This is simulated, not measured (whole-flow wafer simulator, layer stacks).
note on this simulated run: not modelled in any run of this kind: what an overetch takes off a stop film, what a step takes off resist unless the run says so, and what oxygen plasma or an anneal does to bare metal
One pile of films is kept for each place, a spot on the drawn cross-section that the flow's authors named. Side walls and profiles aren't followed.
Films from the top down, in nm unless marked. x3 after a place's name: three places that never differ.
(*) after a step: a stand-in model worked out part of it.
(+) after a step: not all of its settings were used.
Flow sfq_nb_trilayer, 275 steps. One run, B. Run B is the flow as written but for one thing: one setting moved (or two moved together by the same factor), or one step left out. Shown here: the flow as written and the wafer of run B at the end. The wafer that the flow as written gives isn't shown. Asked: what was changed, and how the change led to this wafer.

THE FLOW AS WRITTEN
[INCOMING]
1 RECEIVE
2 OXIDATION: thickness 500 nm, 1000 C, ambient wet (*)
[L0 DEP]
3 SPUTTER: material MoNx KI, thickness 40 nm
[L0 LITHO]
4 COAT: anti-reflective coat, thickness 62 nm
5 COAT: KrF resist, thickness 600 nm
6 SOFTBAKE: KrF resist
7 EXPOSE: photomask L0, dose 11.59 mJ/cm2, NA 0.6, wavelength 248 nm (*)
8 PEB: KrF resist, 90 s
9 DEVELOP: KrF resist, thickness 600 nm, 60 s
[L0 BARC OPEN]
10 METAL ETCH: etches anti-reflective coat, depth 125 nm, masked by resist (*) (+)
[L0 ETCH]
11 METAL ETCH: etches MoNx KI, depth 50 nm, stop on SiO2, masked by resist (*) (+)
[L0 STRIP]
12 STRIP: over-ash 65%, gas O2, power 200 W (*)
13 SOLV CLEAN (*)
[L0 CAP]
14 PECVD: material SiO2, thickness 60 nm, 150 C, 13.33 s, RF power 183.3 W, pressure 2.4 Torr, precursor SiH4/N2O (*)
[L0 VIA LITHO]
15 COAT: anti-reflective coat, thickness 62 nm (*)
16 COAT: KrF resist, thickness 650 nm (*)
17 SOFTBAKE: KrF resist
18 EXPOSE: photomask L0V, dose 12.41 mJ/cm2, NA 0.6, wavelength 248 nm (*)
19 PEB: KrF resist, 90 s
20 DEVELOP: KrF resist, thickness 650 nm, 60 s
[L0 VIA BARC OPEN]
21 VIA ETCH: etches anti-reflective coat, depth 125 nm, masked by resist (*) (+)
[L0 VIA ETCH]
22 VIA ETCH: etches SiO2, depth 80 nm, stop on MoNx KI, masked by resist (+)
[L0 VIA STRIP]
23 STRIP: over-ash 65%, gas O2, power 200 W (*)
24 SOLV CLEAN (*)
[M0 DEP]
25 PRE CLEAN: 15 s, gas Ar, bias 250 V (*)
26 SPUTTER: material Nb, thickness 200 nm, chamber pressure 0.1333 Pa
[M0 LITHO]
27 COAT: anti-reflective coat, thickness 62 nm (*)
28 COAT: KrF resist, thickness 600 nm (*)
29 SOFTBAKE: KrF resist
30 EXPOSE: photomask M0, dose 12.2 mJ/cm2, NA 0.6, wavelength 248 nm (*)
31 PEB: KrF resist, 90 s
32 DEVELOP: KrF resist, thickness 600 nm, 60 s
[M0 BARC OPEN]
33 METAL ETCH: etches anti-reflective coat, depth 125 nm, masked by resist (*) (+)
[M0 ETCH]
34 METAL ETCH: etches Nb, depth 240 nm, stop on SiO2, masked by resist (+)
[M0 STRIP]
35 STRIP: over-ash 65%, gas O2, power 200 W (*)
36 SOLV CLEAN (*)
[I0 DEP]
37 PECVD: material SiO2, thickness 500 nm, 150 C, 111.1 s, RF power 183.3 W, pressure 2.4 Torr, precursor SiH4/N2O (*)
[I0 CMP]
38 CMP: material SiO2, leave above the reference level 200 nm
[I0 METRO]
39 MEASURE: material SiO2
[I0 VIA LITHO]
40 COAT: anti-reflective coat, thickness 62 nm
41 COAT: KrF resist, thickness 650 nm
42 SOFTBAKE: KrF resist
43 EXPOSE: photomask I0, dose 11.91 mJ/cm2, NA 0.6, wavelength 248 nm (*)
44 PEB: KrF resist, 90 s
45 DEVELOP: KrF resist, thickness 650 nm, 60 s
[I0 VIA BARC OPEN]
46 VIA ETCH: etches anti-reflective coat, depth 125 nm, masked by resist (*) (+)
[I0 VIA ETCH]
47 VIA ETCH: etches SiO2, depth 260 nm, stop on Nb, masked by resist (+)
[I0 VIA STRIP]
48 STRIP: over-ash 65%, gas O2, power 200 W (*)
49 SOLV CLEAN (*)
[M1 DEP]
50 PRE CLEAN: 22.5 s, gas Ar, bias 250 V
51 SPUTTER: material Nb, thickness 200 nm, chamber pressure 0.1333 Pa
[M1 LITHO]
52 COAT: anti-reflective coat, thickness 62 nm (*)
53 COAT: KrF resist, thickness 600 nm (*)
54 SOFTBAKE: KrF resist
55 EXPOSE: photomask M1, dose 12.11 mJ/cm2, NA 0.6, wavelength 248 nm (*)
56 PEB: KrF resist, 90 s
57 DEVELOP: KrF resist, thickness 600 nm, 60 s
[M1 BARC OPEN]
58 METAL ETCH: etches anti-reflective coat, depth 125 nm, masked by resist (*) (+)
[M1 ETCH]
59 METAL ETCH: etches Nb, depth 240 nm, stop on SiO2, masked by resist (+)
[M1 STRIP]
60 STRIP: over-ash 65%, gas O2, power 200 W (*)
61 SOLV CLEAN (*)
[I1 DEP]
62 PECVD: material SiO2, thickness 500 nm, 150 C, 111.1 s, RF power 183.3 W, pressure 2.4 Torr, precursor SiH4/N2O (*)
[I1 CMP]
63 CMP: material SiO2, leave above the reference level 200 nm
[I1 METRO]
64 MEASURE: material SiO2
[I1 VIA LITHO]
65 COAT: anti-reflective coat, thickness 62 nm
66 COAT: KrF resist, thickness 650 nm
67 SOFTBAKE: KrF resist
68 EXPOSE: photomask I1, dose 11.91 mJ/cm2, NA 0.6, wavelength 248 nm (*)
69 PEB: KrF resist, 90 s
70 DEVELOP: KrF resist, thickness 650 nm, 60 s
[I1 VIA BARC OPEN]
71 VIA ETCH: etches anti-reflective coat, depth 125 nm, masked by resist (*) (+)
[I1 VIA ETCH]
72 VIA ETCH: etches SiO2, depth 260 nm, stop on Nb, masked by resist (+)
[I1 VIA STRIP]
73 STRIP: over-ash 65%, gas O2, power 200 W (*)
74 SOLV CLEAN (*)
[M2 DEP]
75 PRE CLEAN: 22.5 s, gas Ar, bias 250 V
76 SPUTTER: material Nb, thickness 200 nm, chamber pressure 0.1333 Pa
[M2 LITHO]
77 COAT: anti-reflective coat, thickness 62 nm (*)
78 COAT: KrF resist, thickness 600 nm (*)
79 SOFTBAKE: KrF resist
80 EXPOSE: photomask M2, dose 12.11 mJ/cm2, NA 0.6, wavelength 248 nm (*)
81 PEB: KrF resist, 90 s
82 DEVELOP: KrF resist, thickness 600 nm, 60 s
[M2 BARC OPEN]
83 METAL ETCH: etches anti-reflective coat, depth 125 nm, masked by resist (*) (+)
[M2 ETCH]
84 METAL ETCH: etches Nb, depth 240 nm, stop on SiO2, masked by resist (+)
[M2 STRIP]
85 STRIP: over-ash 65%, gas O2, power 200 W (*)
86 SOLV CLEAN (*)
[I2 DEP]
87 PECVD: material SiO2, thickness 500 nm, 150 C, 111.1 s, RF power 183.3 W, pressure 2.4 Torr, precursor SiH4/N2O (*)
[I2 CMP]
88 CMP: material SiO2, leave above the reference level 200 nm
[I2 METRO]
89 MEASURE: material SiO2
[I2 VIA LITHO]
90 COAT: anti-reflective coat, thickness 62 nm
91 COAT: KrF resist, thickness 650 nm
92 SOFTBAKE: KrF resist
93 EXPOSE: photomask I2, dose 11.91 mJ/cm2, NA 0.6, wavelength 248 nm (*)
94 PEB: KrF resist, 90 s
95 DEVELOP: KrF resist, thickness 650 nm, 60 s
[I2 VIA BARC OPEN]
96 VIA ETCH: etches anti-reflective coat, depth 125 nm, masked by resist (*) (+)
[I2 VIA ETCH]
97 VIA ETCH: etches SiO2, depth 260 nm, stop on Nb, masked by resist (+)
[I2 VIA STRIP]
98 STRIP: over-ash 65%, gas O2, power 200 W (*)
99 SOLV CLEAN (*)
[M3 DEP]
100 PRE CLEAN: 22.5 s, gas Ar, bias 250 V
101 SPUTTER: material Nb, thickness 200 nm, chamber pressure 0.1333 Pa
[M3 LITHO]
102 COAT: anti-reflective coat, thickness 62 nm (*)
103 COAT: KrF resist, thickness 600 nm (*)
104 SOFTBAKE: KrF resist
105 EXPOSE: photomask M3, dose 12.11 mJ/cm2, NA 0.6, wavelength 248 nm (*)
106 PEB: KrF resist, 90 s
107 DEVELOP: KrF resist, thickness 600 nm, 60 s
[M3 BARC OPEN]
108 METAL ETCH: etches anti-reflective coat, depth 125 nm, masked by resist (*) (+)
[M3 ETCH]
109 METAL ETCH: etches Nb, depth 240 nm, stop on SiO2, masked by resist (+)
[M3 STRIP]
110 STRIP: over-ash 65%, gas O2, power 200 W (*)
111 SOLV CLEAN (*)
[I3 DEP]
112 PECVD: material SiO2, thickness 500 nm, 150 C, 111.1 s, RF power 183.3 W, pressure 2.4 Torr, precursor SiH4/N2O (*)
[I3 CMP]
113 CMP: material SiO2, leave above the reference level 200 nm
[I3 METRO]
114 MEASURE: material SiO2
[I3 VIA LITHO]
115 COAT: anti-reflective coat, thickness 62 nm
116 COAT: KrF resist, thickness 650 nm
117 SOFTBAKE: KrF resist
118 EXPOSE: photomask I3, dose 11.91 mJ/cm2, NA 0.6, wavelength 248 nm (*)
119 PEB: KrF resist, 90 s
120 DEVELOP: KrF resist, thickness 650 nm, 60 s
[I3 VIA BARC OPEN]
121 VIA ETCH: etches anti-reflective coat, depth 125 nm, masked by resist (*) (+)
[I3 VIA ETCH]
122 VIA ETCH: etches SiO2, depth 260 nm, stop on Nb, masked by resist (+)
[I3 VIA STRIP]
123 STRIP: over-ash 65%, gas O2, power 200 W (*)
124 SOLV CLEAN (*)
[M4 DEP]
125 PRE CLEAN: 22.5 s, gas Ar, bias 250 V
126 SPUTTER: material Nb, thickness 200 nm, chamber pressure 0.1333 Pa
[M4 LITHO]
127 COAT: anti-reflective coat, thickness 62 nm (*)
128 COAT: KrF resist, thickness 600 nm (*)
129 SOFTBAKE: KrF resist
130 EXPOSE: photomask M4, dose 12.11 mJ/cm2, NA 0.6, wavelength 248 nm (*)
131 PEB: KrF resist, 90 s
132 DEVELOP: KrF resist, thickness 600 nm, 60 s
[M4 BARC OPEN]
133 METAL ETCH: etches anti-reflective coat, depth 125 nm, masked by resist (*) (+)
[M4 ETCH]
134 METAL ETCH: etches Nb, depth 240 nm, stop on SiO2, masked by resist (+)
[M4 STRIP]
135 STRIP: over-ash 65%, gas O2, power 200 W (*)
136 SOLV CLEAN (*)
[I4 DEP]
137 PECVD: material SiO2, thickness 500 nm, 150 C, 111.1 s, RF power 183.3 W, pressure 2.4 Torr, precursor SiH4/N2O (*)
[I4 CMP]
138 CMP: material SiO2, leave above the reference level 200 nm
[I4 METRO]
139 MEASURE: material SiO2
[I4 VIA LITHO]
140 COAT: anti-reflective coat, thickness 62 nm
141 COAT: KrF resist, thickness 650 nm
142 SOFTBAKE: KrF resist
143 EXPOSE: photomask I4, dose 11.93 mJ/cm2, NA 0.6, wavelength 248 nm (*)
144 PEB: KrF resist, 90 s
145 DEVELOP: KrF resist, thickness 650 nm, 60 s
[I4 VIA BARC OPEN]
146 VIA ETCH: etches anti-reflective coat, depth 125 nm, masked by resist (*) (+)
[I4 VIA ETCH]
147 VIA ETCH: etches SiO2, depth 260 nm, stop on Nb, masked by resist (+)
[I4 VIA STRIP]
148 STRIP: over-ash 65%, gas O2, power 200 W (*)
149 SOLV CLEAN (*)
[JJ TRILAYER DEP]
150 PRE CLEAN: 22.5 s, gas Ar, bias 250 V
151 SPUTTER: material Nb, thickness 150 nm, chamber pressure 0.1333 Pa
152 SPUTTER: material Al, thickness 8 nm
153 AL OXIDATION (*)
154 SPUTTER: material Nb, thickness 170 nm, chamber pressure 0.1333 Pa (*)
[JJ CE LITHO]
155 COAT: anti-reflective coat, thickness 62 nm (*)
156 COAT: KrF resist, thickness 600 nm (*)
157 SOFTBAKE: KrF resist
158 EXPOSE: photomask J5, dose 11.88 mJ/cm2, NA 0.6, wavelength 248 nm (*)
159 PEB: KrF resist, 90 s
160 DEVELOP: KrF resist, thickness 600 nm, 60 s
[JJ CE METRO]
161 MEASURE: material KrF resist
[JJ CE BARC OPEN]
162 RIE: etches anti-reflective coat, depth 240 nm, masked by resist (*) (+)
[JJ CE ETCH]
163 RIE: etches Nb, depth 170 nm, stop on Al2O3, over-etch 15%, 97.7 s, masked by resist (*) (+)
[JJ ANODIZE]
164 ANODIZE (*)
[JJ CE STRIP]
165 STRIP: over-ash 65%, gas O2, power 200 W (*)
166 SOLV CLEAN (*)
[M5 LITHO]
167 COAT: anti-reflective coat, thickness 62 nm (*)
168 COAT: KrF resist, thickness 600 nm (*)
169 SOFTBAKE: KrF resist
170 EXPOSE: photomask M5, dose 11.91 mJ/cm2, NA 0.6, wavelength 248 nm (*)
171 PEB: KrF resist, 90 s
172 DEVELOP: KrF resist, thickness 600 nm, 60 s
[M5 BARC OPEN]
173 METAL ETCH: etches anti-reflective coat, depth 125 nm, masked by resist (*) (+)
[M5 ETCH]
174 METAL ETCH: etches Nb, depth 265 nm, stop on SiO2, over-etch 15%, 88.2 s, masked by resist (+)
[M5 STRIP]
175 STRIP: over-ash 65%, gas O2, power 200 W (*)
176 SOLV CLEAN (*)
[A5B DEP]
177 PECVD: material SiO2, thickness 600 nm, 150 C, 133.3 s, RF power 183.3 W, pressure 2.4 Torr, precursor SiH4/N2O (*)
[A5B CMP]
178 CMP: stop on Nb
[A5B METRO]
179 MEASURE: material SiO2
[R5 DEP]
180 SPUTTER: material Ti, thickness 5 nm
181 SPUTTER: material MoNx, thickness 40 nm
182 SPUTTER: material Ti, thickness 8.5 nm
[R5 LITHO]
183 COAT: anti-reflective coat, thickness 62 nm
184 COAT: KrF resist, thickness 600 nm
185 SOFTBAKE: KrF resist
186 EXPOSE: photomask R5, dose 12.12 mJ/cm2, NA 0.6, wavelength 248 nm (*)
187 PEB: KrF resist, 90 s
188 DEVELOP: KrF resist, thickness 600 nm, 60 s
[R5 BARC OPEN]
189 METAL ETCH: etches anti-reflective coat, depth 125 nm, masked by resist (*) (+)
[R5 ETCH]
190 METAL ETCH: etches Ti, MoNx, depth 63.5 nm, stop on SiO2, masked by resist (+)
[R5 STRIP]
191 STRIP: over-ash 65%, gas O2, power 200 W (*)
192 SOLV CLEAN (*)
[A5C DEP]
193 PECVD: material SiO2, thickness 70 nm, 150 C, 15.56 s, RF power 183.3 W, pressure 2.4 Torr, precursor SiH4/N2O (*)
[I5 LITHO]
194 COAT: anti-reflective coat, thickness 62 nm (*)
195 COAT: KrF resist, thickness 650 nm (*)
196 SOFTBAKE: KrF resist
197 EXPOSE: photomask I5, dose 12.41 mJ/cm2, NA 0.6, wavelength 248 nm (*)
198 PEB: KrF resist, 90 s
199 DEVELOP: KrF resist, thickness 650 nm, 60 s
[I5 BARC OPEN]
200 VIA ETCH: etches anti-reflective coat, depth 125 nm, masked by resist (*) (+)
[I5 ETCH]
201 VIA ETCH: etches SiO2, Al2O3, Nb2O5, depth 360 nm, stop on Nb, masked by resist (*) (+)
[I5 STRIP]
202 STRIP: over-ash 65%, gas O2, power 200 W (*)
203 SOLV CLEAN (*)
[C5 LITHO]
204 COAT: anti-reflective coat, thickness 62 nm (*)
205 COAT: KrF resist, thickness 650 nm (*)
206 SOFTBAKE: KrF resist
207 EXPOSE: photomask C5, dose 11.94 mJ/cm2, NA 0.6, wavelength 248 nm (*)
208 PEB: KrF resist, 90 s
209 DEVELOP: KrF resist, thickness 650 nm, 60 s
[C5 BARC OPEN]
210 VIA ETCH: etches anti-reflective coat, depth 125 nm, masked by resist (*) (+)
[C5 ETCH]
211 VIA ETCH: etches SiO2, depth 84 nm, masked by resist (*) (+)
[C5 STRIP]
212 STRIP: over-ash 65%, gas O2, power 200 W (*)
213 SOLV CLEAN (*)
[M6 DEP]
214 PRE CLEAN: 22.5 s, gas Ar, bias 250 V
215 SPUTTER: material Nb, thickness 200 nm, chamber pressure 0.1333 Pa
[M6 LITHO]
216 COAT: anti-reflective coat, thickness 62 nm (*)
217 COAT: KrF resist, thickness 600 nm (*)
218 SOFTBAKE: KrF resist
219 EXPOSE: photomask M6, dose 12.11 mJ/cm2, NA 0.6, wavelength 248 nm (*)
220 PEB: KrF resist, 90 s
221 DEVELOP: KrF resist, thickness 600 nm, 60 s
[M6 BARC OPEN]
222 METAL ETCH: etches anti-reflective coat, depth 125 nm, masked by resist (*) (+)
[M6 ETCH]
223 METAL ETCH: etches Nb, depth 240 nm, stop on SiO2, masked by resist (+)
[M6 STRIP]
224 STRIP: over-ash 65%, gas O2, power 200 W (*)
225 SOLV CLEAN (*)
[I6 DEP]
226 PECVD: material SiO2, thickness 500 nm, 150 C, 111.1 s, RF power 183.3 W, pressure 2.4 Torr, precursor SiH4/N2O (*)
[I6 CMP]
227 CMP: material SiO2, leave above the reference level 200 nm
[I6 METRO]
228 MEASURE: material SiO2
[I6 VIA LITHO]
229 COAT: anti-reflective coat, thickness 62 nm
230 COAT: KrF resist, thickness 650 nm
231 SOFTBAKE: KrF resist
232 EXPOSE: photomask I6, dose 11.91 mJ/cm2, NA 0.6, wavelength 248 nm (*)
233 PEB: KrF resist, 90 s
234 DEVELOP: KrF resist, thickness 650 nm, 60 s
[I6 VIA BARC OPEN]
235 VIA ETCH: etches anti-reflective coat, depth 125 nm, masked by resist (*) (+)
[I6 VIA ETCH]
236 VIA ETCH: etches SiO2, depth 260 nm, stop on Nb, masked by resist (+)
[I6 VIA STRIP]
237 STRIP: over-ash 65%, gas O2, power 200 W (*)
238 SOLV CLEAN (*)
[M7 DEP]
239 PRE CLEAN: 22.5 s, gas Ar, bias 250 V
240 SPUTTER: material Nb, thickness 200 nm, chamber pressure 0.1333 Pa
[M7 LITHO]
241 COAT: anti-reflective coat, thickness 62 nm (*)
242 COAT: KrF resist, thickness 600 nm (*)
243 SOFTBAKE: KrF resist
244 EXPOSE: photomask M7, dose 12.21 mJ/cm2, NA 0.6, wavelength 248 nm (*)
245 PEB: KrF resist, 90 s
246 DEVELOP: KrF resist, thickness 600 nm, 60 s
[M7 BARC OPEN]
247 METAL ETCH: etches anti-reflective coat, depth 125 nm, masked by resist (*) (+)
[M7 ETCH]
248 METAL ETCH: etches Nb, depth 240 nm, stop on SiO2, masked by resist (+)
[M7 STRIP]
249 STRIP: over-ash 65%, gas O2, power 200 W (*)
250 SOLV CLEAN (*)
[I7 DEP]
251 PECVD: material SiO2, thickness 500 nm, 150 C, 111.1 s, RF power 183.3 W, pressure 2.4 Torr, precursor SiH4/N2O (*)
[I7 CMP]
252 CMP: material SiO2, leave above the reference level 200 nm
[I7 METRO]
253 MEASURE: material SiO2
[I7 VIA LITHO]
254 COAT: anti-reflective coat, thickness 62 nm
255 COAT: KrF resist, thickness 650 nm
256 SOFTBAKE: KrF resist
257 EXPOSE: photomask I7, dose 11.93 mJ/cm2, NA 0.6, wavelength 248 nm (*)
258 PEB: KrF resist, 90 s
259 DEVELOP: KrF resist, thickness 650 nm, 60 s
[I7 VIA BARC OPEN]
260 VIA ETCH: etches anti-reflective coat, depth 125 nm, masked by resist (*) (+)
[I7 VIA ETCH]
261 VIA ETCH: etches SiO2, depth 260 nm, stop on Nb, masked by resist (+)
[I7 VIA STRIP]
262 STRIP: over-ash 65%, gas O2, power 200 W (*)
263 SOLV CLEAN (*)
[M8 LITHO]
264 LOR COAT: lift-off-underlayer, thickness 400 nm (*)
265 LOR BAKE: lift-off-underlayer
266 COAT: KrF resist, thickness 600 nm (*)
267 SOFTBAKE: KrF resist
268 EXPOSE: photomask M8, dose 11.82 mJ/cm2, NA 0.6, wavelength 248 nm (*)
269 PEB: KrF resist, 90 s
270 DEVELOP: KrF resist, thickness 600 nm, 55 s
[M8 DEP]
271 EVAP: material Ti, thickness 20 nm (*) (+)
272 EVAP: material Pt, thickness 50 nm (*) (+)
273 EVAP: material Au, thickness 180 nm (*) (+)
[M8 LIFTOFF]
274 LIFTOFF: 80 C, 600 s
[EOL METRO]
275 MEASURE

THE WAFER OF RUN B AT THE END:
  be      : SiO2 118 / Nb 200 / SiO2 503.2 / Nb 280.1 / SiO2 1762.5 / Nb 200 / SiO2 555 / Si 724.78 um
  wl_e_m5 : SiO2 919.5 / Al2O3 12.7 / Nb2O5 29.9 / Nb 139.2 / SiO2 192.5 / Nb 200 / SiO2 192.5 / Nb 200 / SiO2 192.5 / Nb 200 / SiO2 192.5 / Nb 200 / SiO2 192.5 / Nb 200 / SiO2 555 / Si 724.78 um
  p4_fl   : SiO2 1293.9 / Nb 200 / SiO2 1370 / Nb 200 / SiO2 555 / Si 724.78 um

The cause: step 252, CMP: leave above the reference level 118 nm was run, where the flow has leave above the reference level 200 nm.
It can be read off the wafer: be has SiO2 118, and step 252 as written asks for 200 nm.

How the change led to this, step by step:
  252 CMP: material SiO2, leave above the reference level 200 nm
      field_l, p4_fl, p4_fm and 56 more: SiO2 -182 (as written it would be: SiO2 -100)
      v_sur, via_wl, via_w and 37 more: SiO2 -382 (as written it would be: SiO2 -300)
      (and at 7 more places)
  261 VIA ETCH: etches SiO2, depth 260 nm, stop on Nb, masked by resist (+)
      field_l, v_sur, via_sp and 100 more: KrF resist -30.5 (as written it would be: KrF resist -44.8)
      via_wl, via_w, via_wr: SiO2 -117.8 (all of it) (as written it would be: SiO2 -199.8 (all of it))
  262 STRIP: over-ash 65%, gas O2, power 200 W (*)
      field_l, v_sur, via_sp and 100 more: KrF resist -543 (all of it), anti-reflective coat -62 (all of it) (as written it would be: KrF resist -528.6 (all of it), anti-reflective coat -62 (all of it))
  264 LOR COAT: lift-off-underlayer, thickness 400 nm (*)
      via_wl, via_wr: lift-off-underlayer +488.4 (new film) (as written it would be: lift-off-underlayer +549.8 (new film))
      v_sur: lift-off-underlayer +382 (new film) (as written it would be: lift-off-underlayer +369.4 (new film))
      (and at 2 more places)
  266 COAT: KrF resist, thickness 600 nm (*)
      via_w: KrF resist +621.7 (new film) (as written it would be: KrF resist +636.8 (new film))
  270 DEVELOP: KrF resist, thickness 600 nm, 55 s
      v_sur: KrF resist -603.8 (all of it), lift-off-underlayer -382 (all of it) (as written it would be: KrF resist -607.3 (all of it), lift-off-underlayer -369.4 (all of it))
      via_wl: KrF resist -613.6 (all of it), lift-off-underlayer -488.4 (all of it) (as written it would be: KrF resist -623.9 (all of it), lift-off-underlayer -549.8 (all of it))
      (and at 3 more places)
